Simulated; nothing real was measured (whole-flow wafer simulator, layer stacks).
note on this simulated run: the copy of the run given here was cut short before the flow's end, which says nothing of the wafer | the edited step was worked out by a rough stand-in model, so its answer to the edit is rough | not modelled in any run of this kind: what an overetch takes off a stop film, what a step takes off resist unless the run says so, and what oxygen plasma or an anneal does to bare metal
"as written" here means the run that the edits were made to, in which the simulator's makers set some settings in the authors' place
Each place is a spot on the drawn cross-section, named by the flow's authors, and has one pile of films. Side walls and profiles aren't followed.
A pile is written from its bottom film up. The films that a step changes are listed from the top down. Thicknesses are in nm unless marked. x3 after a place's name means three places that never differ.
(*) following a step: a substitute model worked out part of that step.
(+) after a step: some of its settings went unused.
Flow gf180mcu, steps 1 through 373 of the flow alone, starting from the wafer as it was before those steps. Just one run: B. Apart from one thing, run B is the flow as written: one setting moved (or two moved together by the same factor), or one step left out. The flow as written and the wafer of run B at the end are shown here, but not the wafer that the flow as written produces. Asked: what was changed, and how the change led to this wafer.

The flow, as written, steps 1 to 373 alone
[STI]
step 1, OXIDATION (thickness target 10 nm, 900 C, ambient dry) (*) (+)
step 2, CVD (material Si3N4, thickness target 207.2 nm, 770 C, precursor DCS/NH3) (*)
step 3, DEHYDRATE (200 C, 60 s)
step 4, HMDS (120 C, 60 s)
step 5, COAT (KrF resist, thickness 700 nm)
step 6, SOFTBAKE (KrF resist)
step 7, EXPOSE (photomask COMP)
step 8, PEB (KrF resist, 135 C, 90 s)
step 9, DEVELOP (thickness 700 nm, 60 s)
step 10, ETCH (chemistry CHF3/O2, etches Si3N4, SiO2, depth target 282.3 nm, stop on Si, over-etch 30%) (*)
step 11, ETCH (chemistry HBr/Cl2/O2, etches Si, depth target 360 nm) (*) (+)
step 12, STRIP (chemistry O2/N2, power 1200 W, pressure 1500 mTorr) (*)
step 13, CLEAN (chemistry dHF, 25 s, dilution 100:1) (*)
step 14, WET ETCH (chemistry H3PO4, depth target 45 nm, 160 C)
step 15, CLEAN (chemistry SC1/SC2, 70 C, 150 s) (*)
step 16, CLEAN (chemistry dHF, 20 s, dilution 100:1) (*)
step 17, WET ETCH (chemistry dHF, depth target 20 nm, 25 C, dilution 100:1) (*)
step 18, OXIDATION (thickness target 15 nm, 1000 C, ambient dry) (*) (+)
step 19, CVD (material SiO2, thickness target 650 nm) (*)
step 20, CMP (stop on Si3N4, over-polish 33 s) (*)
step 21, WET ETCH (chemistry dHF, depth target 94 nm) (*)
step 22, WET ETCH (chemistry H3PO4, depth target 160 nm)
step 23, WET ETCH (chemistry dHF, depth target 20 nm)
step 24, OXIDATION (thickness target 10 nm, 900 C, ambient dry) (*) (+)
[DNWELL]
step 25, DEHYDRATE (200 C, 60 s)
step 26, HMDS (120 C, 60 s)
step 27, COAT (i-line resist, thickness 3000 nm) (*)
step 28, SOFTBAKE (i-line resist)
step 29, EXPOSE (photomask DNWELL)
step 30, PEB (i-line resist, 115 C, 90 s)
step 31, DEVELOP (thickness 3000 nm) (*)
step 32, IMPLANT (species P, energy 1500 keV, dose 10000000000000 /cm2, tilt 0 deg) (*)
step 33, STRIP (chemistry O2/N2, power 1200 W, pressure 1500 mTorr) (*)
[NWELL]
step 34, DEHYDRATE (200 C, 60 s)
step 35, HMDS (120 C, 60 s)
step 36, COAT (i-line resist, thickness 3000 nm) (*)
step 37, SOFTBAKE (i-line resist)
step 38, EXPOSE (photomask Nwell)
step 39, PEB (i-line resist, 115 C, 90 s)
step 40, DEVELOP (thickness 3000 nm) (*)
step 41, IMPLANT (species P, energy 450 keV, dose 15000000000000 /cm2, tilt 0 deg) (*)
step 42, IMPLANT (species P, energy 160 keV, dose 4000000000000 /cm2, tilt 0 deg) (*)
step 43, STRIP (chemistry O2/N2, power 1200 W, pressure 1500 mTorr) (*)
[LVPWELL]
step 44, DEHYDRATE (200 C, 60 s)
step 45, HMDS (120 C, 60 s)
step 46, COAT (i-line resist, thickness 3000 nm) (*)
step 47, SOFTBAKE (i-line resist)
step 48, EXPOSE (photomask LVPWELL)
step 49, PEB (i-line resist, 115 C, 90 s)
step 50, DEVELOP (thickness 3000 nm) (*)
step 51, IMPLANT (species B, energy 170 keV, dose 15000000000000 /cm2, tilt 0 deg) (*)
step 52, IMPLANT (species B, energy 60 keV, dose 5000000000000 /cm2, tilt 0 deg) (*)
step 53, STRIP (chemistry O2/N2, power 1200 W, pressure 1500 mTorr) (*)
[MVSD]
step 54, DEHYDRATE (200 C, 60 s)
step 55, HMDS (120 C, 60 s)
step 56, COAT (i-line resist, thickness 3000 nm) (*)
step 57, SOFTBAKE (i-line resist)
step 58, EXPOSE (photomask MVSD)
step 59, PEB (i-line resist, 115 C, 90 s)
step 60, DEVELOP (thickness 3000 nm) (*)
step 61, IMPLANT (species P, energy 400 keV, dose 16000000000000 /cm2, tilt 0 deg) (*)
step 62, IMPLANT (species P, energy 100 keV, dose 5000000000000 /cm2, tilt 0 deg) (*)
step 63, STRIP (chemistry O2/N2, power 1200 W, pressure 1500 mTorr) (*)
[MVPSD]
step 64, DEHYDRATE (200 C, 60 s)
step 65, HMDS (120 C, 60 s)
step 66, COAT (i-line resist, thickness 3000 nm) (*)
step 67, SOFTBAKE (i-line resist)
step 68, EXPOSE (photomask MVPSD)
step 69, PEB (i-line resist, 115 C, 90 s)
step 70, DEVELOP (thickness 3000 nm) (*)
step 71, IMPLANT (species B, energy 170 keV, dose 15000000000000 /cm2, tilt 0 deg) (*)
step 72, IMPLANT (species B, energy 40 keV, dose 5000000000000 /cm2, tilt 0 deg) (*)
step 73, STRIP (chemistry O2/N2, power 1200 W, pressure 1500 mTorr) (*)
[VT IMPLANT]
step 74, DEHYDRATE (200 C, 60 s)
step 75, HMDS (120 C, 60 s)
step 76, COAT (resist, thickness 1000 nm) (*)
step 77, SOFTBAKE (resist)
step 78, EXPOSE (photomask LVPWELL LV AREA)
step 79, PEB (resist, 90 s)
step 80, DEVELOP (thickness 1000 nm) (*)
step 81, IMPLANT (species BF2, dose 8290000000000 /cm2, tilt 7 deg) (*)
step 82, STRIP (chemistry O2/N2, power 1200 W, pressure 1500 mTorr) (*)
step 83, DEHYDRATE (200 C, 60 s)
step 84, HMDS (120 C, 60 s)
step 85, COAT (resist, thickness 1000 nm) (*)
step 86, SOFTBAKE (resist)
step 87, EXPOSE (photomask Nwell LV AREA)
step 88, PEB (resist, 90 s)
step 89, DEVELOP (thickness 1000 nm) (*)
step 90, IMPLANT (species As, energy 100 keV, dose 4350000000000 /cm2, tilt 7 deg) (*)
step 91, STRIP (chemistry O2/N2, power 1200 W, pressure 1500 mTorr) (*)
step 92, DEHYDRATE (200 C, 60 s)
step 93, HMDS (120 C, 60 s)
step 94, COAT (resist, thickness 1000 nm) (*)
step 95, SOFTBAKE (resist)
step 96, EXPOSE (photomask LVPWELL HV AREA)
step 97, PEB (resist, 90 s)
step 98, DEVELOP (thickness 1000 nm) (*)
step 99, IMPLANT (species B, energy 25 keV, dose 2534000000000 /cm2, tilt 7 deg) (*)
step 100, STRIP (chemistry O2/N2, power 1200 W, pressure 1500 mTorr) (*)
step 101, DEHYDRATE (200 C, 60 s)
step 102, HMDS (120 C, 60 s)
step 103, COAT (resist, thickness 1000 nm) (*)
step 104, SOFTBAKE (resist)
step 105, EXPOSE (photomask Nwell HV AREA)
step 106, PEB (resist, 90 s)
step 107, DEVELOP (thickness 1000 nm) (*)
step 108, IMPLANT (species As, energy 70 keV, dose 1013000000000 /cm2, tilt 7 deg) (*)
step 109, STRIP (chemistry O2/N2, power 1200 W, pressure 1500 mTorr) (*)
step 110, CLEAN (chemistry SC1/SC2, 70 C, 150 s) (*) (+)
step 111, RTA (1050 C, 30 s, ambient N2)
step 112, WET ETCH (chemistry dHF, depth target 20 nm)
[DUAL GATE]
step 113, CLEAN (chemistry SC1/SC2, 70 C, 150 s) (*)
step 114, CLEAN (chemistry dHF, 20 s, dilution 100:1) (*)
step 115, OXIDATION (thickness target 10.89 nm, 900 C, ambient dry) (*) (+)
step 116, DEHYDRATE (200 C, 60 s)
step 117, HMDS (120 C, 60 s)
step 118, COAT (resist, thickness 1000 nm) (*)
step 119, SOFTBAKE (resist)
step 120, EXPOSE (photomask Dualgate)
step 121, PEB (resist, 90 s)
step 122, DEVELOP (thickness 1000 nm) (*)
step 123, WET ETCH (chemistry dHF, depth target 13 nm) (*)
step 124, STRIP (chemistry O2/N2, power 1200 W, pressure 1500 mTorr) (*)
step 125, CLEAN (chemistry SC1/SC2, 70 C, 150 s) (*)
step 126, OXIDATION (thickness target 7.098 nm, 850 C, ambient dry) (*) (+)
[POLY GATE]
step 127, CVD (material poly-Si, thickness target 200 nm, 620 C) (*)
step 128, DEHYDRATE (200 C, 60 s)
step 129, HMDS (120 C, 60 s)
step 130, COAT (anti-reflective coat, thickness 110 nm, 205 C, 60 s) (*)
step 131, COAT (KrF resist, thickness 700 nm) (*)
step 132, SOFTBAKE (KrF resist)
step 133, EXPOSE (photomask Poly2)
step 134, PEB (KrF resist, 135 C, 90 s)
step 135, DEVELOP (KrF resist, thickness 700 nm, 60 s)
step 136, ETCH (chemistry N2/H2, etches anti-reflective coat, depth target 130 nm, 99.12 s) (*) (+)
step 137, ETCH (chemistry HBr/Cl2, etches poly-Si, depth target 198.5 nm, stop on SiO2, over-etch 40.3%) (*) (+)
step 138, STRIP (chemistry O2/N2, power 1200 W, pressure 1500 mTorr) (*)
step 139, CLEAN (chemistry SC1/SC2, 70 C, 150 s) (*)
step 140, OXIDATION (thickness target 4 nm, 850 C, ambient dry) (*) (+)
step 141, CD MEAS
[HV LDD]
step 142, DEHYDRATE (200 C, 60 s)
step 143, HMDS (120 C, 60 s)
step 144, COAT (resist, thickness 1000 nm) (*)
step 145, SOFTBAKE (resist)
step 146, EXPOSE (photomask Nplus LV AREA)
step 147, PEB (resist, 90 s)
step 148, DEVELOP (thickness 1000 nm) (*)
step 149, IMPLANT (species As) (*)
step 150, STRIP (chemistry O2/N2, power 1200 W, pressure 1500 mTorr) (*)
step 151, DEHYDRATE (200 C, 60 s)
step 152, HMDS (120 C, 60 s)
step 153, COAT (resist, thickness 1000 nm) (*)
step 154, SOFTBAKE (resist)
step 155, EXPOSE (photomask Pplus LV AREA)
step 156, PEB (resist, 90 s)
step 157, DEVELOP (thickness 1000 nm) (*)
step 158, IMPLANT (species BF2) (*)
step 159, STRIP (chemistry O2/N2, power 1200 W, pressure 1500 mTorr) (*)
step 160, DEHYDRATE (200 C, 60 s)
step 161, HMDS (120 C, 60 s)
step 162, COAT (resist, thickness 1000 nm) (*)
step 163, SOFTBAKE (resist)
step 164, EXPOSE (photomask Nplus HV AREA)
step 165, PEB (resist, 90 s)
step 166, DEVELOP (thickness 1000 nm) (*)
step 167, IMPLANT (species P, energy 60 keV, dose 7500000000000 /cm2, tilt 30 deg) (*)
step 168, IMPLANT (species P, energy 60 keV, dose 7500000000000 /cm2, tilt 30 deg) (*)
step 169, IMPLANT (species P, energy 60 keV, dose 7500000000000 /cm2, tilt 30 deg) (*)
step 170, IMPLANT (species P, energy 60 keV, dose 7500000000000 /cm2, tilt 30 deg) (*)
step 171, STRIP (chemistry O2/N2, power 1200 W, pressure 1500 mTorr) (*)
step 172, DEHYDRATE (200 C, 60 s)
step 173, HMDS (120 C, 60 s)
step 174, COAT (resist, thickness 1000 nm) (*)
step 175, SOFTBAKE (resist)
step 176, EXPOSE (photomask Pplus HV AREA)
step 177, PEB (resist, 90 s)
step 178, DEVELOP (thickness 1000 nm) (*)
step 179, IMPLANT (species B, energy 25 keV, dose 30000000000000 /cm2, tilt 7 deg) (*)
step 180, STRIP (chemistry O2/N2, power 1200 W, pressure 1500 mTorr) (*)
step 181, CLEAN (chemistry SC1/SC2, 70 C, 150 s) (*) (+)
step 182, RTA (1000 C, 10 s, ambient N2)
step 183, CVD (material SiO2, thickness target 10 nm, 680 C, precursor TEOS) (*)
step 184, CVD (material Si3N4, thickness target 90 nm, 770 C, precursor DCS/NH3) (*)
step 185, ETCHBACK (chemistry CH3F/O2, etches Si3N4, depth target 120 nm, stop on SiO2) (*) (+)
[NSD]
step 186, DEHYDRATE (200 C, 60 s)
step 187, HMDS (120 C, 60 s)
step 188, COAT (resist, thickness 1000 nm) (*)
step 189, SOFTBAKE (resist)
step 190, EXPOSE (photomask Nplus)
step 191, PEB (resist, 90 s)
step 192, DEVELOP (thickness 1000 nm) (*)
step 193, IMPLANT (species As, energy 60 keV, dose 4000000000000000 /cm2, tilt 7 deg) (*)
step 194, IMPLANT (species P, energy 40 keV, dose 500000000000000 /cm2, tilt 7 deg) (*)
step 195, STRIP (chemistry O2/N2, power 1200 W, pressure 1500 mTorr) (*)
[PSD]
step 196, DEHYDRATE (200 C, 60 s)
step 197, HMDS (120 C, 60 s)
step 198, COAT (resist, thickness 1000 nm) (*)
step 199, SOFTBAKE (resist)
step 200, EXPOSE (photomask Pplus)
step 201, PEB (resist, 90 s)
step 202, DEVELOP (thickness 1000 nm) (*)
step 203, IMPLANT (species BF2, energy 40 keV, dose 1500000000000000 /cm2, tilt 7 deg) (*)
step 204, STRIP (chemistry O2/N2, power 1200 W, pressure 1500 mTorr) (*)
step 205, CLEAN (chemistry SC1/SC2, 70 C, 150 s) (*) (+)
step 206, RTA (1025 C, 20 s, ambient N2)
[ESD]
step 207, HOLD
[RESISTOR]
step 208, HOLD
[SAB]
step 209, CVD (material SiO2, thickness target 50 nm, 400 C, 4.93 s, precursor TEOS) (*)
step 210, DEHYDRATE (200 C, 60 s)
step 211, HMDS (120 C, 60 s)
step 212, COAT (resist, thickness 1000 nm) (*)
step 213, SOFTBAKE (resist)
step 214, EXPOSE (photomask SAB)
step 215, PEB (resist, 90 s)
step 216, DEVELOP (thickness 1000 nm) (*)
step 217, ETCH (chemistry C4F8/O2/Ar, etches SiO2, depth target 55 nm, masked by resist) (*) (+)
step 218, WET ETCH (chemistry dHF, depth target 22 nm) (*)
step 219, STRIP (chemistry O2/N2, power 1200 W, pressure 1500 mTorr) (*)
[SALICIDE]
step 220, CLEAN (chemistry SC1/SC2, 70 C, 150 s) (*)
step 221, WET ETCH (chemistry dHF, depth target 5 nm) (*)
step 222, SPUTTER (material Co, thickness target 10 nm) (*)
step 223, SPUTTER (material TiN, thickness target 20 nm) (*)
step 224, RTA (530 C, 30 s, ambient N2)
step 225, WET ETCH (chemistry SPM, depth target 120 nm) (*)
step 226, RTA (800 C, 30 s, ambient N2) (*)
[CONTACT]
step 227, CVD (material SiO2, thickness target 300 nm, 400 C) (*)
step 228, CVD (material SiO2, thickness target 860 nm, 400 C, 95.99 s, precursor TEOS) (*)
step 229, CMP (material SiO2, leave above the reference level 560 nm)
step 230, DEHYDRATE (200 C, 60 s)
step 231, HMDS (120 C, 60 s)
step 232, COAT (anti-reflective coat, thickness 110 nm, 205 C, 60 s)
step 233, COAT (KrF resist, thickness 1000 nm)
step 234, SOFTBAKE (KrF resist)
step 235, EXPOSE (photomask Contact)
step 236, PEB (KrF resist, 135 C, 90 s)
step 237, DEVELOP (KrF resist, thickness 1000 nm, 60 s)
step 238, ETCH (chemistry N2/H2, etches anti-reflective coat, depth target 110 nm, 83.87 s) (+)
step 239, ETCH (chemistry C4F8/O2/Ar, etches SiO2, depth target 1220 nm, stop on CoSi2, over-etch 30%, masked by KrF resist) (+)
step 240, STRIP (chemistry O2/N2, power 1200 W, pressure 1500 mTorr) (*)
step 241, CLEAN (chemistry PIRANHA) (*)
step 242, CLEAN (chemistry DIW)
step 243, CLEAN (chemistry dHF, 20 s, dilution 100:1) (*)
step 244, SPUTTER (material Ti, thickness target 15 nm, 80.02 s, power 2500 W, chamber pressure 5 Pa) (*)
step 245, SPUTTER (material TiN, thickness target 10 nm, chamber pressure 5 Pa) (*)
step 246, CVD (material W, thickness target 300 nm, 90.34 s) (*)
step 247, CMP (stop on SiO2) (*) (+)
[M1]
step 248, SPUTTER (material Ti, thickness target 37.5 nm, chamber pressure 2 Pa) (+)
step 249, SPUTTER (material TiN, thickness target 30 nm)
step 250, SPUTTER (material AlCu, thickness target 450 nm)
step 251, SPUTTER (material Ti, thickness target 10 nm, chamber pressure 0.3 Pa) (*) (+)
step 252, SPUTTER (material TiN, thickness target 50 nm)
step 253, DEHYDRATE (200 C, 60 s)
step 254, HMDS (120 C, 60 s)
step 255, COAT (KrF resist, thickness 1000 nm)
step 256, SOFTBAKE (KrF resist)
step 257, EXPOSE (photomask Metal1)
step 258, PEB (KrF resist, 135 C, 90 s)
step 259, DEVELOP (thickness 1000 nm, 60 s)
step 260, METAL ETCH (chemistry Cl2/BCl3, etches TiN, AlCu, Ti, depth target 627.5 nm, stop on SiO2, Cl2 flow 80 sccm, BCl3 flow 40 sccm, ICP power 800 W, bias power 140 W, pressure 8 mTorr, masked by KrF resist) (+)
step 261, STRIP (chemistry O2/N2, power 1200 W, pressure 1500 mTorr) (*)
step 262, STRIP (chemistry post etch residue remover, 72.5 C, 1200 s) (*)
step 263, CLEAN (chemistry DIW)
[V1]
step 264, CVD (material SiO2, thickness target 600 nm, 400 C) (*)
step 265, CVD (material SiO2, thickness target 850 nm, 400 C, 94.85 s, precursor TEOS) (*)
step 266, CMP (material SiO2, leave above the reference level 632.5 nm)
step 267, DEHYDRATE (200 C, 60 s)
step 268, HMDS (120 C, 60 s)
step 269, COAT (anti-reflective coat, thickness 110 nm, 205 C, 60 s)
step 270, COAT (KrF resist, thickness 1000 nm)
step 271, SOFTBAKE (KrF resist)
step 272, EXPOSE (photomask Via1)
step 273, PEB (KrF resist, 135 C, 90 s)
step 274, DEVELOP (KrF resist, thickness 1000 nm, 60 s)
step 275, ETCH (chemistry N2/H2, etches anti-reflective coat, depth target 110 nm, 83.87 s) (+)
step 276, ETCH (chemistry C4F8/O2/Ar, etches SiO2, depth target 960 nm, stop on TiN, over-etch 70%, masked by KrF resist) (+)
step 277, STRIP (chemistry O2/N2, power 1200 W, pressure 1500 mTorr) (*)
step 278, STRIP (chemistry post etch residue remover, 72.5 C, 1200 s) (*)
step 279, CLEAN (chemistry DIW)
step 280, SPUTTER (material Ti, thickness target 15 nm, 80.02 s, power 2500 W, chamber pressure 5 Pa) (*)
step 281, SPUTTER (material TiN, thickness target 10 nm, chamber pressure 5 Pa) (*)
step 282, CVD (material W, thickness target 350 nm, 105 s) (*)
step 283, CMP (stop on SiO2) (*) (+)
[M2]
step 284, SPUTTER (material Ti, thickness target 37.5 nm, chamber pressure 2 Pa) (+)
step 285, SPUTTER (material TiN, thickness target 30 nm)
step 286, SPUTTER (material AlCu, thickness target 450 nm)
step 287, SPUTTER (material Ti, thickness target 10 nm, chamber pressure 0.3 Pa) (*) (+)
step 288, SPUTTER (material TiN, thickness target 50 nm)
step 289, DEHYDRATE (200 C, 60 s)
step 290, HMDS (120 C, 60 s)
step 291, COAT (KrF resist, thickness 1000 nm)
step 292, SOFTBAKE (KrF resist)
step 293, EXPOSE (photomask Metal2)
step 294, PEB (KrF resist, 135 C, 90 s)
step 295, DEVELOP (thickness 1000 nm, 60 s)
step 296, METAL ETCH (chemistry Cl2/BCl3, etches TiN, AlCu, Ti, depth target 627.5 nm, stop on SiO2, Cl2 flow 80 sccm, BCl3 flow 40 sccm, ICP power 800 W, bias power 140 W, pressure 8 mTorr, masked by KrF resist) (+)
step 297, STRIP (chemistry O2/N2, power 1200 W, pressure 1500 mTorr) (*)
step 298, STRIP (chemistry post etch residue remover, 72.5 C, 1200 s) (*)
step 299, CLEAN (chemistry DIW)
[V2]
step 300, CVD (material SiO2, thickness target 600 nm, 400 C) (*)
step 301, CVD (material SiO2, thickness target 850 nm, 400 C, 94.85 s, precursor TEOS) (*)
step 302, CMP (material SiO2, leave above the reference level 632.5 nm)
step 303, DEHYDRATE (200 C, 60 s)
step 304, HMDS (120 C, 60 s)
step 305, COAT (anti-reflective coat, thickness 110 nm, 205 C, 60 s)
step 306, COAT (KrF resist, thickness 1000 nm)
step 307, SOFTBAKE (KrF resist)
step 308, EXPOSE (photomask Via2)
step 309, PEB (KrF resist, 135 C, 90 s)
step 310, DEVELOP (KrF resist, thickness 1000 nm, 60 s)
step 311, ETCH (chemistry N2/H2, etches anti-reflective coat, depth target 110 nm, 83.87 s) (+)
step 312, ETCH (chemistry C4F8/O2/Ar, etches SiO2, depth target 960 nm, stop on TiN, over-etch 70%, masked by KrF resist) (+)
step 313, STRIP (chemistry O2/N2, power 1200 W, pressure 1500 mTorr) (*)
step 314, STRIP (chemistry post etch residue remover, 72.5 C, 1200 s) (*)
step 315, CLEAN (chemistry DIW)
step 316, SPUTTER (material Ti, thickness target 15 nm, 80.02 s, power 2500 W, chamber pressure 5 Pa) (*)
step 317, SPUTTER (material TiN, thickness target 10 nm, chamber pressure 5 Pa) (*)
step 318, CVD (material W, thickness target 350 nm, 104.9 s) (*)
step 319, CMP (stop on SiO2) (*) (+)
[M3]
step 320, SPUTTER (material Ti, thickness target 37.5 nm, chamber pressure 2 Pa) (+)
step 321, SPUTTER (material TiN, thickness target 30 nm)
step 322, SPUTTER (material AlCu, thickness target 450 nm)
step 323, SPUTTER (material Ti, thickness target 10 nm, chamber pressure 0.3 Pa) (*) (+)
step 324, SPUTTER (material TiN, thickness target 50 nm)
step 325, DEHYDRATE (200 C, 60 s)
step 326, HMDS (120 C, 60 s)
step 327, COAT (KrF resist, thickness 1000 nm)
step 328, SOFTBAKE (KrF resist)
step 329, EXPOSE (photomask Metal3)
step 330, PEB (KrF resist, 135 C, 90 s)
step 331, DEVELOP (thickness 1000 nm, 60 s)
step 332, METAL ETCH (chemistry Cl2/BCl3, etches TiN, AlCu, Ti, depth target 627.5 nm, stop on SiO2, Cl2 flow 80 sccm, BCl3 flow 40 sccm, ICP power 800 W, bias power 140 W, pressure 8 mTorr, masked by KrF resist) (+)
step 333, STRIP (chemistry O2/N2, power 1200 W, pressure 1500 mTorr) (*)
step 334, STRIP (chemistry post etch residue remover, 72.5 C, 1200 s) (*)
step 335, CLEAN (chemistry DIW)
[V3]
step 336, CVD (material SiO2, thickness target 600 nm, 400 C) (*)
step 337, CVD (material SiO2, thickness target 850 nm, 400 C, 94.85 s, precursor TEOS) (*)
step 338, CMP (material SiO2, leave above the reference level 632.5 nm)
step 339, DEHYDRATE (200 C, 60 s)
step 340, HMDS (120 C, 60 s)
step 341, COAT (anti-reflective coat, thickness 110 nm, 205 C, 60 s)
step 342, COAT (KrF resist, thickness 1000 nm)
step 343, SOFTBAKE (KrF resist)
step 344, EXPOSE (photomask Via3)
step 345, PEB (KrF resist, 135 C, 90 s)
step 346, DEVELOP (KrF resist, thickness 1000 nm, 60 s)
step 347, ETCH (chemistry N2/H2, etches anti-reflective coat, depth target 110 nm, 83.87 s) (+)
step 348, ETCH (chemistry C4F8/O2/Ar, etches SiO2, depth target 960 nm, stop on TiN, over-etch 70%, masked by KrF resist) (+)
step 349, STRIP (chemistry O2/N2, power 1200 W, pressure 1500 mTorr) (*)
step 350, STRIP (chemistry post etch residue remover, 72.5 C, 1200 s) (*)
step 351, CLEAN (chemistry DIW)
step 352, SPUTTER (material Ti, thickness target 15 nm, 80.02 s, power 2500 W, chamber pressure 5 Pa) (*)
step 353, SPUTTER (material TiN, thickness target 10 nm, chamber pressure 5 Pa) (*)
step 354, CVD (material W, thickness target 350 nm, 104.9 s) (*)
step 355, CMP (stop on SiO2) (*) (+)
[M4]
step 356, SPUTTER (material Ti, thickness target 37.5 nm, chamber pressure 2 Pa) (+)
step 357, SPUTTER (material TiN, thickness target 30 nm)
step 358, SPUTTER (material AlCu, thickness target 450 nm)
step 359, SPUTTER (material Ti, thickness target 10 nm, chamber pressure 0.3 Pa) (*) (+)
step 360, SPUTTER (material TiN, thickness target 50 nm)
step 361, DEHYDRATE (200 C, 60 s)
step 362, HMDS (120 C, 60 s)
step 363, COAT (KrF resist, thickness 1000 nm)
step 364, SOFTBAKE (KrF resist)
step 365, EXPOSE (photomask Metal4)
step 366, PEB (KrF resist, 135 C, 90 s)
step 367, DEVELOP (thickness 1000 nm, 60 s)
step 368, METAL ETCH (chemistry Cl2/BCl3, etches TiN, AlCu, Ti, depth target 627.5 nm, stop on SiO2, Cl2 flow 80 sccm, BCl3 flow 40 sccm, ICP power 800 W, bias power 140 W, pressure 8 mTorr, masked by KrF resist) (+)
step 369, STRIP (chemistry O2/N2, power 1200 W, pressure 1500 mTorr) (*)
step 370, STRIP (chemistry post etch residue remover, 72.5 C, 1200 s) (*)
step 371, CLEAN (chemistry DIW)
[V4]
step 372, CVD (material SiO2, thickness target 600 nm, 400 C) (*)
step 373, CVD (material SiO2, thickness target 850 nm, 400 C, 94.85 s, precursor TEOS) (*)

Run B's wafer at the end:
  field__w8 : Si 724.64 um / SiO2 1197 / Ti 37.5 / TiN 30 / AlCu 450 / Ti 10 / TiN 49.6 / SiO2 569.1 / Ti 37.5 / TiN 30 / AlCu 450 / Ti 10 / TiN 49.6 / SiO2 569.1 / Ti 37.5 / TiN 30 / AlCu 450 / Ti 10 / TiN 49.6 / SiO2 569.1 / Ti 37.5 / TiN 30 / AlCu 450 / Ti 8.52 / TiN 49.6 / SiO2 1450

Cause: step 359, SPUTTER: thickness target 8.52 nm was run, whereas the flow has thickness target 10 nm.
The wafer lets one read it off: field__w8 has Ti 8.52, and step 359 as written asks for 10 nm.

Step by step, how the change led to this:
  step 359, SPUTTER (material Ti, thickness target 10 nm, chamber pressure 0.3 Pa) (*) (+)
      field, field__w1, field__w2 and 108 more: +8.52 Ti (new film) (in the flow as written it would be: +10 Ti (new film))
  step 368, METAL ETCH (chemistry Cl2/BCl3, etches TiN, AlCu, Ti, depth target 627.5 nm, stop on SiO2, Cl2 flow 80 sccm, BCl3 flow 40 sccm, ICP power 800 W, bias power 140 W, pressure 8 mTorr, masked by KrF resist) (+)
      field, field__w1, field__w2 and 103 more: -50 TiN (all of it), -8.52 Ti (all of it), -450 AlCu (all of it), -30 TiN (all of it), -37.5 Ti (all of it) (in the flow as written it would be: -50 TiN (all of it), -10 Ti (all of it), -450 AlCu (all of it), -30 TiN (all of it), -37.5 Ti (all of it))
